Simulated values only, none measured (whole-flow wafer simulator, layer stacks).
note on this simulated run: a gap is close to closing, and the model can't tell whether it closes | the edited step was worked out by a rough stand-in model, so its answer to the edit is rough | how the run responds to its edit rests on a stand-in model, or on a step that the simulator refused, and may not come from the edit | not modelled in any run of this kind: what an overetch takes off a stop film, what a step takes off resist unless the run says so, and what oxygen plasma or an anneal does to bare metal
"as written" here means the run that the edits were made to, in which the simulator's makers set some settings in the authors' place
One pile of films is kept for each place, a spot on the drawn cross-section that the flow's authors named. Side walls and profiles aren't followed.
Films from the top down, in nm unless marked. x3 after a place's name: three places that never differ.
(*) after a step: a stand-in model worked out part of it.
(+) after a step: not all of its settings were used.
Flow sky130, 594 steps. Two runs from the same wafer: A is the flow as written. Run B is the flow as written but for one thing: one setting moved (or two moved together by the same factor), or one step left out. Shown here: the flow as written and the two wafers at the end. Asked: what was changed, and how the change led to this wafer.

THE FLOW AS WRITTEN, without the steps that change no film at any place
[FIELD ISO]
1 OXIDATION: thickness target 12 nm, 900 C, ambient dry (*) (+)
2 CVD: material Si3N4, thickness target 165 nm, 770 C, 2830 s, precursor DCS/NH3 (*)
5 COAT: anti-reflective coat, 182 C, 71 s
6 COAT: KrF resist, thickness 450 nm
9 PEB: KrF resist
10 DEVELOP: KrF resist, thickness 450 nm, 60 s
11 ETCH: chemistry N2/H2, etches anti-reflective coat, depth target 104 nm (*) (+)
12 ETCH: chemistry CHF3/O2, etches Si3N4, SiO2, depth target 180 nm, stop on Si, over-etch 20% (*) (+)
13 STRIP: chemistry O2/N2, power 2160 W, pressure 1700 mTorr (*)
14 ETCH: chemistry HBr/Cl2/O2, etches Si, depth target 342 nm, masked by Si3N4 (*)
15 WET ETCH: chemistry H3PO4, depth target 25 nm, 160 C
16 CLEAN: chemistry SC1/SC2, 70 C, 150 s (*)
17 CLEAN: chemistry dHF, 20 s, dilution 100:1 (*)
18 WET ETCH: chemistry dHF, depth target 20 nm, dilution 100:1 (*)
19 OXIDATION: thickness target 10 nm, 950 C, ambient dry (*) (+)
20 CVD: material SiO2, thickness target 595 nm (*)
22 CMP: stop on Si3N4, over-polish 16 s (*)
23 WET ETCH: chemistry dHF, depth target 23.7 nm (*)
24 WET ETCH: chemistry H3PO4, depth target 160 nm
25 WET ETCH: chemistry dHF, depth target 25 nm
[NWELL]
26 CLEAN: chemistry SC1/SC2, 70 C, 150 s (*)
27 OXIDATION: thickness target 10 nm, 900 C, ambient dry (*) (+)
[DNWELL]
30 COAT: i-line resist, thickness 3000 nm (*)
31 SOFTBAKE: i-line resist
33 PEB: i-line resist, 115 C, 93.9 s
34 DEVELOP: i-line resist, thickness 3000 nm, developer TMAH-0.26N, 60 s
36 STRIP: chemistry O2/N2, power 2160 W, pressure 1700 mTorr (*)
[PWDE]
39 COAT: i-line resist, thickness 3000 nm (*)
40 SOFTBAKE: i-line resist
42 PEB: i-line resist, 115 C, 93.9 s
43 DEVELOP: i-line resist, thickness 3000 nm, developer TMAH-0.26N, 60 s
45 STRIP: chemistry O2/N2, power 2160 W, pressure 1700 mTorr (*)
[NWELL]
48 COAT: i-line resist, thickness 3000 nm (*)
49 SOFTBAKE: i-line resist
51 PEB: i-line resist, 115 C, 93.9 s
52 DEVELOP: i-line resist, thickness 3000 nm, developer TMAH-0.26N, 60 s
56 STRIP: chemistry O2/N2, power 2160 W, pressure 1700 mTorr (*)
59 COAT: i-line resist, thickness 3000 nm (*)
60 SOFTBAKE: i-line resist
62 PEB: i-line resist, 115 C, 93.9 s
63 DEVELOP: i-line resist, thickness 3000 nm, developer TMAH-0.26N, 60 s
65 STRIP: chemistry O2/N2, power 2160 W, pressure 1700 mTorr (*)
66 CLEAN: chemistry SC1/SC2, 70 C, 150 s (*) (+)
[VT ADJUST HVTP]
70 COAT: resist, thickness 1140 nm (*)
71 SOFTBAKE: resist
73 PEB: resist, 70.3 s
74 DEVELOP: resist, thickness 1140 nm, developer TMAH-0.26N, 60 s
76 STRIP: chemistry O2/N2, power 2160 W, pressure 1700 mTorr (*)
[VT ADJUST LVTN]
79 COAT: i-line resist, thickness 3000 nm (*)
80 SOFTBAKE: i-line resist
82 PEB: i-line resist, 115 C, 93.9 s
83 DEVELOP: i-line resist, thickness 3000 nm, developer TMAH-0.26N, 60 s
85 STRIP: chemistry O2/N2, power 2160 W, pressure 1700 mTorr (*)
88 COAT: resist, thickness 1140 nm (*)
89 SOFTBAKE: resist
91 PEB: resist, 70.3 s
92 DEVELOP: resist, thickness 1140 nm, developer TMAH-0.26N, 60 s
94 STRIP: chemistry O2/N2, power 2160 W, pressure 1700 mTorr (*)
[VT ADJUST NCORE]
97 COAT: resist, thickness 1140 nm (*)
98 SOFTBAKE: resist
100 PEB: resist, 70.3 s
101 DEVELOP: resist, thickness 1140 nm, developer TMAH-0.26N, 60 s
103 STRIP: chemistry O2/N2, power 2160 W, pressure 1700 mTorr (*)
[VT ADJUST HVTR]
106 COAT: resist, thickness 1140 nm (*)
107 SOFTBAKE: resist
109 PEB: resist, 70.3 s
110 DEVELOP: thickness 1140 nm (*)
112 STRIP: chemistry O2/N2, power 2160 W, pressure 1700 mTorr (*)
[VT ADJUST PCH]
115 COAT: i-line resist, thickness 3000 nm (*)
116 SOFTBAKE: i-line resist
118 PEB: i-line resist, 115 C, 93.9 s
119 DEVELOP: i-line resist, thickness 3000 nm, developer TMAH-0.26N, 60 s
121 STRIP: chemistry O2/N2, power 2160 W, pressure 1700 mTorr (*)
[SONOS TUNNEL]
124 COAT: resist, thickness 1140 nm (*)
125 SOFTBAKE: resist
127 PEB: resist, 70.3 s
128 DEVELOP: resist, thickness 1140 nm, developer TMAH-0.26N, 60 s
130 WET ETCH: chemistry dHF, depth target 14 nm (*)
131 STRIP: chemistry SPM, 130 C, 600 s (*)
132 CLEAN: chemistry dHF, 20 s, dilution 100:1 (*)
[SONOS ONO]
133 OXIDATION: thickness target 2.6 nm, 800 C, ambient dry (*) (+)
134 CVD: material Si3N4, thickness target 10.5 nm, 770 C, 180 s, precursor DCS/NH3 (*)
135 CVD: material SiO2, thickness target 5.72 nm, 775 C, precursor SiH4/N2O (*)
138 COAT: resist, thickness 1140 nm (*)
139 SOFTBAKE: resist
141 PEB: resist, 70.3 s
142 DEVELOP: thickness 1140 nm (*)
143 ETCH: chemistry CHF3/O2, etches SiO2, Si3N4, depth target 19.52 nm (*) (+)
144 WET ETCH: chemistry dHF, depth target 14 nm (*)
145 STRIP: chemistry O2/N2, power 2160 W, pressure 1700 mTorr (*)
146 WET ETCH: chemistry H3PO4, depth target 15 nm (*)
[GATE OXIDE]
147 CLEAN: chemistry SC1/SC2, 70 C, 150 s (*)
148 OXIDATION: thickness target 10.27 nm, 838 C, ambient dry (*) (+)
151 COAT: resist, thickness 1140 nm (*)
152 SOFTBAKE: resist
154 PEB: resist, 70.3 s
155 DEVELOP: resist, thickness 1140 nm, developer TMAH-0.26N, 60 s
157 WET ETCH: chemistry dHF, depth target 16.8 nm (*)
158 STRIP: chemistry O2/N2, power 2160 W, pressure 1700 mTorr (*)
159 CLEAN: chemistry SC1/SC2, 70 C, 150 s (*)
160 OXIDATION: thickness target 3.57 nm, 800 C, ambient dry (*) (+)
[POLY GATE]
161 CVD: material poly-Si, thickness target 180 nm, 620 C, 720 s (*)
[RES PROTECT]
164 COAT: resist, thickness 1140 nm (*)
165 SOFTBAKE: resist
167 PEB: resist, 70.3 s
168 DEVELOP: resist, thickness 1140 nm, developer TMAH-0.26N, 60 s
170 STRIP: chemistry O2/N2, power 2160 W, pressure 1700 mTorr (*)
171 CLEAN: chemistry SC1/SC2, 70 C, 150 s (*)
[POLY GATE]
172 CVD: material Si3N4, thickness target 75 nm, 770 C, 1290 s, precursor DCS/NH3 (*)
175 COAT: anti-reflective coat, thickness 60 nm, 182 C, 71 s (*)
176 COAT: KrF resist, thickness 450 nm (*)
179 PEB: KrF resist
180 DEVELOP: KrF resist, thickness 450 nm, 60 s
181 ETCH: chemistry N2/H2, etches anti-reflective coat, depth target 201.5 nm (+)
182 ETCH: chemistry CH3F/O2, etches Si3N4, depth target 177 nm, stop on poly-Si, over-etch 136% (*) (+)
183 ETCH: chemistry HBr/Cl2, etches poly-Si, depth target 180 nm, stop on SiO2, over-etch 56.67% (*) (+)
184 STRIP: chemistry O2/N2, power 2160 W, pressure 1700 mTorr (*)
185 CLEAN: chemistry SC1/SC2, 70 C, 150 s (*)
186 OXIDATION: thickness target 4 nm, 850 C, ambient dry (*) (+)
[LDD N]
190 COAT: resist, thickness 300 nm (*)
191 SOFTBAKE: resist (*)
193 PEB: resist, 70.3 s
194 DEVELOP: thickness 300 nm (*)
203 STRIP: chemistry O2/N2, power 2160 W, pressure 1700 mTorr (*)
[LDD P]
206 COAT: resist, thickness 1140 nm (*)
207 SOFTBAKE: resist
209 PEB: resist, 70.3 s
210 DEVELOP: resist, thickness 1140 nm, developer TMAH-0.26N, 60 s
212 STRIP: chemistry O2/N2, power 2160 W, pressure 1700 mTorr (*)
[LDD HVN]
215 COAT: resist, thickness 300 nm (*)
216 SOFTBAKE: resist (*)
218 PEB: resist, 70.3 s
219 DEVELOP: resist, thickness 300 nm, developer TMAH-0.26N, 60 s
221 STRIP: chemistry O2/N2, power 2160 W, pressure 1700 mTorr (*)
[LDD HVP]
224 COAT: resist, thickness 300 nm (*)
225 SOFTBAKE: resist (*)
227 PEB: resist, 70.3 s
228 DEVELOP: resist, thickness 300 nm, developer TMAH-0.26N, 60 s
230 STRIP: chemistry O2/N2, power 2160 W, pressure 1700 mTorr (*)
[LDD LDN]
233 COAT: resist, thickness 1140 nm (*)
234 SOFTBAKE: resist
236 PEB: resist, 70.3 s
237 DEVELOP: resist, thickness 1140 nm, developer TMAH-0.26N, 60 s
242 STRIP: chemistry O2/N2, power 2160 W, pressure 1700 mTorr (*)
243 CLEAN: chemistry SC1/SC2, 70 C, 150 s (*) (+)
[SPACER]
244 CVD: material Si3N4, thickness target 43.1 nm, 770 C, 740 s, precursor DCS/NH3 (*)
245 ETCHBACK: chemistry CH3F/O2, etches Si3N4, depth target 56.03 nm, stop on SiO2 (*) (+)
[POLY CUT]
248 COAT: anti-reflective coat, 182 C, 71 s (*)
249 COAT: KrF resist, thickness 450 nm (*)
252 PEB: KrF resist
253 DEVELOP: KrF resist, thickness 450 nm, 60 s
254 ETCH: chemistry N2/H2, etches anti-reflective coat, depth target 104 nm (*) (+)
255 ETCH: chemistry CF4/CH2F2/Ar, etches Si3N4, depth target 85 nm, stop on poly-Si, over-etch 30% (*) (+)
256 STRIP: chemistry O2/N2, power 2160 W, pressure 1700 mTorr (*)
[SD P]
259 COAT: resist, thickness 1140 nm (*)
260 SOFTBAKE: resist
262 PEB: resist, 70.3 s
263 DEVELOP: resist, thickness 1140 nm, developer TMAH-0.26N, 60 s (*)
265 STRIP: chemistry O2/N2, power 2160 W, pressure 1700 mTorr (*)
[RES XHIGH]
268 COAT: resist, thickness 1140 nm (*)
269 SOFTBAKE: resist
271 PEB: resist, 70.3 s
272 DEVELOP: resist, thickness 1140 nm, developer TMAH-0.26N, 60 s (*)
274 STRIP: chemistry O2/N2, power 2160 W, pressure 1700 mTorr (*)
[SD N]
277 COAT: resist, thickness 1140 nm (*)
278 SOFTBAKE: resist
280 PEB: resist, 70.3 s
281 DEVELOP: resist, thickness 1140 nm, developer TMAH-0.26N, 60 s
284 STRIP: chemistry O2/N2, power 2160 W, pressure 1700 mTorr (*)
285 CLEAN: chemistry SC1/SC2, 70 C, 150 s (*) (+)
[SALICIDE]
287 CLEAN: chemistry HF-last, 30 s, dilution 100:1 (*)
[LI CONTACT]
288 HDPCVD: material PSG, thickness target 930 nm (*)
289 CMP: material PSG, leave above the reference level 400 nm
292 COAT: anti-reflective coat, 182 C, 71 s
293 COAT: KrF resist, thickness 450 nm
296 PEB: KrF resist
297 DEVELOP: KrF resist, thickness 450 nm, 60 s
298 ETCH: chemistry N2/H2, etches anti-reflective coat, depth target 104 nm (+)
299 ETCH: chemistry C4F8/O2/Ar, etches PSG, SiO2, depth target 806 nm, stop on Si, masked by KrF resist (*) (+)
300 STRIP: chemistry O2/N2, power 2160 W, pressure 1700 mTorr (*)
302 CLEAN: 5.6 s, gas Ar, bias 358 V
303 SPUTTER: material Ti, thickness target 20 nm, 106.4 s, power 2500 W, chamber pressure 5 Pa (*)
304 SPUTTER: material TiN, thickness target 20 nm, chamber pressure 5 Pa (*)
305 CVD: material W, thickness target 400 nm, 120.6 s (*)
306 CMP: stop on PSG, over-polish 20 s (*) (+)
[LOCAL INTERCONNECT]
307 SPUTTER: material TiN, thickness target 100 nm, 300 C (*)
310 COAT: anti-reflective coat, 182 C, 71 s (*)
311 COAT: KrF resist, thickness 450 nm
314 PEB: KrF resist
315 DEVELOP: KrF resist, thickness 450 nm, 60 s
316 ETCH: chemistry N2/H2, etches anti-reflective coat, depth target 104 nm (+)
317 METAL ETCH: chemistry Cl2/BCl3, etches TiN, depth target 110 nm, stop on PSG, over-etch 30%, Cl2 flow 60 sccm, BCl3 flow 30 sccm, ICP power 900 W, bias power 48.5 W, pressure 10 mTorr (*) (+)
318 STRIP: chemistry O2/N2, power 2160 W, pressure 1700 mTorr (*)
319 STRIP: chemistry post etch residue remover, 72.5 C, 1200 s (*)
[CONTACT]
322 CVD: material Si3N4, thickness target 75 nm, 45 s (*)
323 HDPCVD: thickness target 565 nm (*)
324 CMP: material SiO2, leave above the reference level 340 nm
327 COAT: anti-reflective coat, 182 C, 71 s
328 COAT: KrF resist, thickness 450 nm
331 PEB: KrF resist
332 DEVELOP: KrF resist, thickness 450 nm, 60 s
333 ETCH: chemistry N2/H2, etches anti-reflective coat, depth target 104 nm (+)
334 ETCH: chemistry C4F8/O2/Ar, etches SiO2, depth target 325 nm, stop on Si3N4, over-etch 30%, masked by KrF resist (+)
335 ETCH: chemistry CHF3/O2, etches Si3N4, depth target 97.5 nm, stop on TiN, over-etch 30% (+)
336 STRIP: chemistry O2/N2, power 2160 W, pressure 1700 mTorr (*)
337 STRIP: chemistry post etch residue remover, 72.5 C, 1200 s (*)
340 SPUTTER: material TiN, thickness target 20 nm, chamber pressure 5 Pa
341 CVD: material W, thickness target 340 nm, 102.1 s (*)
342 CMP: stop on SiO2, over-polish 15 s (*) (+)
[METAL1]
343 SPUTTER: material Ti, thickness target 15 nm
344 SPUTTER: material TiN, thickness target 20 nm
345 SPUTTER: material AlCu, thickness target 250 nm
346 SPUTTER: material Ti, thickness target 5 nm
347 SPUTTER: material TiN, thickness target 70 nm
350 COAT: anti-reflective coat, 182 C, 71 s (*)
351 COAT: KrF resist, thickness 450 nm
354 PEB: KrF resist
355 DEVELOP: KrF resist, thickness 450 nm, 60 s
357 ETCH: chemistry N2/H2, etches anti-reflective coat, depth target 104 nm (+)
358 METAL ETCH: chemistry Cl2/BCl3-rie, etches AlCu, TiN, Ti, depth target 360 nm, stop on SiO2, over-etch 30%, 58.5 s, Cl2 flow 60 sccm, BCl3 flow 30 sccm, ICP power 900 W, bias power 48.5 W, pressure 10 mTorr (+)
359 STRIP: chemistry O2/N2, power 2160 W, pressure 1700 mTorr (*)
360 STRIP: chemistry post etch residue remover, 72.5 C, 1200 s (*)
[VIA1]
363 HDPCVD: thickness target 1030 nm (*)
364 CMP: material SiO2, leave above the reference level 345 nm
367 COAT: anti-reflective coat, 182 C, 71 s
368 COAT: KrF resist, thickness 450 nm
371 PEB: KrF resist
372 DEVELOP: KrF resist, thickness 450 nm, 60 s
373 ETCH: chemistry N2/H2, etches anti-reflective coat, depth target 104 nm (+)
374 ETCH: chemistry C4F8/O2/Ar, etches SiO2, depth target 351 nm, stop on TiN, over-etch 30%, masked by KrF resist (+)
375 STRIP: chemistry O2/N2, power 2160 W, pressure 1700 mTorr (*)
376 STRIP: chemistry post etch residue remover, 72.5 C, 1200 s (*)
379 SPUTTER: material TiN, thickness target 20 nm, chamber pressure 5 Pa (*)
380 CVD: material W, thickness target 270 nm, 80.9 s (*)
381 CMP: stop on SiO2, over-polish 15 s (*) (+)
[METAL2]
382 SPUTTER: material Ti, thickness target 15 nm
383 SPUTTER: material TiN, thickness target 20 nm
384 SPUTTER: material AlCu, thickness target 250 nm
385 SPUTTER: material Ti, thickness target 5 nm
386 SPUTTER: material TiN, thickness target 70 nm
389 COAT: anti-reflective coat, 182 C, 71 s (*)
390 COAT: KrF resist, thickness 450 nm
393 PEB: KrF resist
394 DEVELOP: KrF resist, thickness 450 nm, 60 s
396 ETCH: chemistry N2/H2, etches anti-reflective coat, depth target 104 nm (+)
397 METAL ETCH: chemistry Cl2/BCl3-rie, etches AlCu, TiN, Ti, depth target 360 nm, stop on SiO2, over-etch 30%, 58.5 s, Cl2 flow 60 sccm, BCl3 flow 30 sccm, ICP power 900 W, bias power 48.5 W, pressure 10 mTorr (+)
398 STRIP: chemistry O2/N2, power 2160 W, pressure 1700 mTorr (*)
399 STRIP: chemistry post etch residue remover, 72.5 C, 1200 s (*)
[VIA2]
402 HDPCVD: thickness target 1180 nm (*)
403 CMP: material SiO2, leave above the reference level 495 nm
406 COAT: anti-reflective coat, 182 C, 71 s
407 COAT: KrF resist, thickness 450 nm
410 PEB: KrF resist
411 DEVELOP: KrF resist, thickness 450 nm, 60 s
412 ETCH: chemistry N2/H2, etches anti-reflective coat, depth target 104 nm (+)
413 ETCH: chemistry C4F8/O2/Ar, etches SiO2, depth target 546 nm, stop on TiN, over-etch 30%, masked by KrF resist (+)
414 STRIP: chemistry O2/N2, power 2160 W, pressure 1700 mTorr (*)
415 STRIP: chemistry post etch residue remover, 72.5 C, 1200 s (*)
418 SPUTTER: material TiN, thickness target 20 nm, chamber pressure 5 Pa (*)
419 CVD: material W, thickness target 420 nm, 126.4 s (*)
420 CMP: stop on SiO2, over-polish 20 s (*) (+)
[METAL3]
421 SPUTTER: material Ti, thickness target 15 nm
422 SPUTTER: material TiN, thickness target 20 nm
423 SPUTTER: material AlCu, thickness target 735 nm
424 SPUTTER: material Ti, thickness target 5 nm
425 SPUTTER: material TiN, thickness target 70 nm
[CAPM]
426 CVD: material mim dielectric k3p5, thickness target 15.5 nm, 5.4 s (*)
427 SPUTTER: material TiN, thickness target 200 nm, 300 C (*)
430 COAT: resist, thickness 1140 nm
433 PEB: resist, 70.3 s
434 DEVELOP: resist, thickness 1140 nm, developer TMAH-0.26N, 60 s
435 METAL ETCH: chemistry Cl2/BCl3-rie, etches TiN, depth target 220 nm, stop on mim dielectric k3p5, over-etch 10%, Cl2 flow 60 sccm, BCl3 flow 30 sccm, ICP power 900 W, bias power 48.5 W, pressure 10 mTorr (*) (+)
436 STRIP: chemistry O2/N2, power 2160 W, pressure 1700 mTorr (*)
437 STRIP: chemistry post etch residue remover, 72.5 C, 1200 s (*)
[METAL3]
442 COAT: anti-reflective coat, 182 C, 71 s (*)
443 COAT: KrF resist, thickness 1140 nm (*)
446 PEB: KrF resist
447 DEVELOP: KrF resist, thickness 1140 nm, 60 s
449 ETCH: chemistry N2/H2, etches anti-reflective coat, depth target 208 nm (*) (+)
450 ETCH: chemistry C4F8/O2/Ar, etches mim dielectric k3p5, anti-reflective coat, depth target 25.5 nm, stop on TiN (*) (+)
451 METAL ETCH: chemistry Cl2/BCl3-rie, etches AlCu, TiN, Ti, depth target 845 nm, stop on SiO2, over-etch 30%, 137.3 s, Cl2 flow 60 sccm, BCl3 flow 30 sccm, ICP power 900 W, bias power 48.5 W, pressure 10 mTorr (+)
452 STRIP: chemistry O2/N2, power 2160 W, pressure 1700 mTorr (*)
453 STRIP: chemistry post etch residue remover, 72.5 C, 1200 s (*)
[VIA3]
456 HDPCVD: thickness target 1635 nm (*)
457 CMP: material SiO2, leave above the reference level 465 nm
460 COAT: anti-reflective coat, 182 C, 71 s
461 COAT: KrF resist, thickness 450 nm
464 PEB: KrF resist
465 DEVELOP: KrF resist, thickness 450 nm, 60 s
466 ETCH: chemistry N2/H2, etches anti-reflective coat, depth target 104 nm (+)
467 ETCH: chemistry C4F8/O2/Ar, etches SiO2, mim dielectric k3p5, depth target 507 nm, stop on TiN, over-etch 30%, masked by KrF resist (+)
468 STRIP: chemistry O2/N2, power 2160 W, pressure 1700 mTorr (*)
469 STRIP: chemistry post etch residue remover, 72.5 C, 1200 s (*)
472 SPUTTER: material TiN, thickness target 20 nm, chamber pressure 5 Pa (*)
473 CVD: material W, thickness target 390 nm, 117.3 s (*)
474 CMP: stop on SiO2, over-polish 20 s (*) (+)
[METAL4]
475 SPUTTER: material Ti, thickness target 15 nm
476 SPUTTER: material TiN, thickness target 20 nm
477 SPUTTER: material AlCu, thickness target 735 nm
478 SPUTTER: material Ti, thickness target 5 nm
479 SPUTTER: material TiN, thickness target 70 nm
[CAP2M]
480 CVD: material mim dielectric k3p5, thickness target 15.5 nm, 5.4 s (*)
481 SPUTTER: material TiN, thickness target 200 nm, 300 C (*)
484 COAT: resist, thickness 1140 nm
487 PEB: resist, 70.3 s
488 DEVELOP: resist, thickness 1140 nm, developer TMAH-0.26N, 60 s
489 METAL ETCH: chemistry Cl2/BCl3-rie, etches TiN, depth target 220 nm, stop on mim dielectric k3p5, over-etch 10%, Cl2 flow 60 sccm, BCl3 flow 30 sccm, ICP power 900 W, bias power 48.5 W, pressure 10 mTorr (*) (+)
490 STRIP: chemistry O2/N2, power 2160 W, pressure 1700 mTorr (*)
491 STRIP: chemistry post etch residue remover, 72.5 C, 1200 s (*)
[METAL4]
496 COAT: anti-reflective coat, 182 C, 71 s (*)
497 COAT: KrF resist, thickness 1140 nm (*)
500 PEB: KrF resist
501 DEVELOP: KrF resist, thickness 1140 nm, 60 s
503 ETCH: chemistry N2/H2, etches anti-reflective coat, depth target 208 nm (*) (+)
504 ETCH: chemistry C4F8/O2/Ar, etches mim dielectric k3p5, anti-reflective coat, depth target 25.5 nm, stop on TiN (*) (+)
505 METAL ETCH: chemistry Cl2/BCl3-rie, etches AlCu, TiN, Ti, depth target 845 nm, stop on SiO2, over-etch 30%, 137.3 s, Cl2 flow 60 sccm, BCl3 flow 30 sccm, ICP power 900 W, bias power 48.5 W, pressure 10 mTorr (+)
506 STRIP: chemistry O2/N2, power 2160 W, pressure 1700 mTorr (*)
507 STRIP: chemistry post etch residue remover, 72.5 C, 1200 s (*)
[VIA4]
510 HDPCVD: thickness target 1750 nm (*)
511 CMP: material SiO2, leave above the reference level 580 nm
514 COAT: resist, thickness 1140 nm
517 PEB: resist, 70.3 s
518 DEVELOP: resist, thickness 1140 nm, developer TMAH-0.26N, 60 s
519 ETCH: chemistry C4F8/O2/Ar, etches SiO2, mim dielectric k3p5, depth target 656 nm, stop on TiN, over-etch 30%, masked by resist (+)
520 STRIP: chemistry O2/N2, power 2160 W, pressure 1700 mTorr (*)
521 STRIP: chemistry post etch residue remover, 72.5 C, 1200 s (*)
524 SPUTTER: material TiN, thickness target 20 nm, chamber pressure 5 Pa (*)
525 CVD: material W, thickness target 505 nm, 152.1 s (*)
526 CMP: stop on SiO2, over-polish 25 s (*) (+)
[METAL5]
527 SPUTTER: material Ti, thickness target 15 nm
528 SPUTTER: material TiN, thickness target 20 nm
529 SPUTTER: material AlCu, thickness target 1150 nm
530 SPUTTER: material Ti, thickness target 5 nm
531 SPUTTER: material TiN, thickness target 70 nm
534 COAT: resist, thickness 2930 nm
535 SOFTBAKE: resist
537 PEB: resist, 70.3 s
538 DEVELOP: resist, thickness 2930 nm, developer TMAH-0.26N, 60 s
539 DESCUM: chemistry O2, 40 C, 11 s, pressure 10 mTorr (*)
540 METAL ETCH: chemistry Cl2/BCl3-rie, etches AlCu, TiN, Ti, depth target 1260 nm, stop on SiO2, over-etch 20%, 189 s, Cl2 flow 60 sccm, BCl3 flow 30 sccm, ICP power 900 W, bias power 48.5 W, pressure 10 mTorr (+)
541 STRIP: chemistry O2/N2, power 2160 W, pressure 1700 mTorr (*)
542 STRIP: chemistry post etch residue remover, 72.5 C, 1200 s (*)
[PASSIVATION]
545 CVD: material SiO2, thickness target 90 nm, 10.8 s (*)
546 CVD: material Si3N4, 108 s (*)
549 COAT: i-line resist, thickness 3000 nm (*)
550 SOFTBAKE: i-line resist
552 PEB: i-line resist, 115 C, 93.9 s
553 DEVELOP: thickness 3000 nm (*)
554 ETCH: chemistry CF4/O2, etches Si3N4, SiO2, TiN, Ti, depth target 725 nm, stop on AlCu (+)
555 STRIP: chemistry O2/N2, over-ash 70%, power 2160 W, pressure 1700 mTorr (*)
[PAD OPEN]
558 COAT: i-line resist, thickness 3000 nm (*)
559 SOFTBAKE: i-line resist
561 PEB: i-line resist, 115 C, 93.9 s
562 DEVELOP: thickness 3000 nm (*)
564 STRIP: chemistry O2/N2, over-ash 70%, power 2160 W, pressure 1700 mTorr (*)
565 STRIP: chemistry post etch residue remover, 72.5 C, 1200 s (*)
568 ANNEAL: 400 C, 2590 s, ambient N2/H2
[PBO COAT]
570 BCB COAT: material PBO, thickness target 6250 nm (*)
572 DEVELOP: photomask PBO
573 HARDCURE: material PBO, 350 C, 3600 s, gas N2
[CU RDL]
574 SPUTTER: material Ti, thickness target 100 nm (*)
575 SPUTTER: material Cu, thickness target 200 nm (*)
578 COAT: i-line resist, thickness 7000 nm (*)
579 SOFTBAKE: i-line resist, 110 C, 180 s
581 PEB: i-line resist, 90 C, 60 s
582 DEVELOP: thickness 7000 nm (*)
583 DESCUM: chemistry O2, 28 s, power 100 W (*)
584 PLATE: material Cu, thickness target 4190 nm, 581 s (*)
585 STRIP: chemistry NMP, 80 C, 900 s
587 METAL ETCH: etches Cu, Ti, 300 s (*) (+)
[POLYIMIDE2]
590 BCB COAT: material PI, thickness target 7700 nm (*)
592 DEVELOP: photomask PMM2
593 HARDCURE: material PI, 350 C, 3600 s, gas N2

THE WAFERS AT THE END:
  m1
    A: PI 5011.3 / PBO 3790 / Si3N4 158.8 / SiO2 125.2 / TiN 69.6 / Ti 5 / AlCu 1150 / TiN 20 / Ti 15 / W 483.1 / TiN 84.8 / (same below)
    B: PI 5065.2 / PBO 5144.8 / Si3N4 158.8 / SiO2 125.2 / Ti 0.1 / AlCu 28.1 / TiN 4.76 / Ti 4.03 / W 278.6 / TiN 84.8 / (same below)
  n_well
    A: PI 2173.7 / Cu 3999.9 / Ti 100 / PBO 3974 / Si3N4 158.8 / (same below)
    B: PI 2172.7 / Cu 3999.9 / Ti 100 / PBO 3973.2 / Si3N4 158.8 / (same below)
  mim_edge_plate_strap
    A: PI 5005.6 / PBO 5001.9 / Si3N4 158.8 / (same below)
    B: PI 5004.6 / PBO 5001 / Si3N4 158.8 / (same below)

The cause: step 525, CVD: thickness target 278 nm was run, where the flow has thickness target 505 nm; step 525, CVD: 83.68 s was run, where the flow has 152.1 s.

How the change led to this, step by step:
  525 CVD: material W, thickness target 505 nm, 152.1 s (*)
      field, active, n_well and 188 more: A W +505 (new film) | B W +278.6 (new film)
      m1: A W +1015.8 (new film) | B W +278.6 (new film)
      (and at 1 more place)
  526 CMP: stop on SiO2, over-polish 25 s (*) (+)
      m1, via4_hole: A W -532.7 | B nothing
      field, active, n_well and 188 more: A W -505 (all of it), TiN -20 (all of it), SiO2 -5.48 | B W -278.6 (all of it), TiN -20 (all of it), SiO2 -5.48
  527 SPUTTER: material Ti, thickness target 15 nm
      m1: A Ti +15 (new film) | B Ti +4.03 (new film)
  528 SPUTTER: material TiN, thickness target 20 nm
      m1: A TiN +20 (new film) | B TiN +4.76 (new film)
  529 SPUTTER: material AlCu, thickness target 1150 nm
      m1: A AlCu +1150 (new film) | B AlCu +28.1 (new film)
  530 SPUTTER: material Ti, thickness target 5 nm
      m1: A Ti +5 (new film) | B Ti +0.1 (new film)
  531 SPUTTER: material TiN, thickness target 70 nm
      m1: A TiN +70 (new film) | B TiN +0.64 (new film)
  534 COAT: resist, thickness 2930 nm
      m1: A resist +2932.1 (new film) | B resist +4348 (new film)
      via4_hole: A resist +2932.1 (new film) | B resist +3129.9 (new film)
  535 SOFTBAKE: resist
      gate_hv: A nothing | B resist -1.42
      pwell_dnw: A nothing | B resist +1.25
      (and at 29 more places)
  537 PEB: resist, 70.3 s
      m1: A resist -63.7 | B resist -108.6
      via4_hole: A resist -63.7 | B resist -69.6
  541 STRIP: chemistry O2/N2, power 2160 W, pressure 1700 mTorr (*)
      m1: A resist -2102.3 (all of it) | B resist -3479.5 (all of it)
      via4_hole: A resist -2102.3 (all of it) | B resist -2297.7 (all of it)
  542 STRIP: chemistry post etch residue remover, 72.5 C, 1200 s (*)
      m1: A TiN -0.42 | B TiN -0.64 (all of it)
  549 COAT: i-line resist, thickness 3000 nm (*)
      gate: A i-line resist +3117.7 (new film) | B i-line resist +3001.3 (new film)
      m1: A i-line resist +1851.1 (new film) | B i-line resist +3145.8 (new film)
      (and at 6 more places)
  550 SOFTBAKE: i-line resist
      active: A i-line resist +12 | B i-line resist -1.08
      gate_p: A i-line resist +8.01 | B i-line resist -1.77
      (and at 37 more places)
  552 PEB: i-line resist, 115 C, 93.9 s
      m1: A i-line resist -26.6 | B i-line resist -51
      via4_hole: A i-line resist -27.3 | B i-line resist -30.7
  555 STRIP: chemistry O2/N2, over-ash 70%, power 2160 W, pressure 1700 mTorr (*)
      m1: A i-line resist -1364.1 (all of it) | B i-line resist -2734.8 (all of it)
      via4_hole: A i-line resist -1406.1 (all of it) | B i-line resist -1602 (all of it)
  ... 5 more steps ...
  579 SOFTBAKE: i-line resist, 110 C, 180 s
      gate: A i-line resist -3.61 | B i-line resist +1.95
      gate_hv: A i-line resist -3.53 | B i-line resist +1.94
      (and at 81 more places)
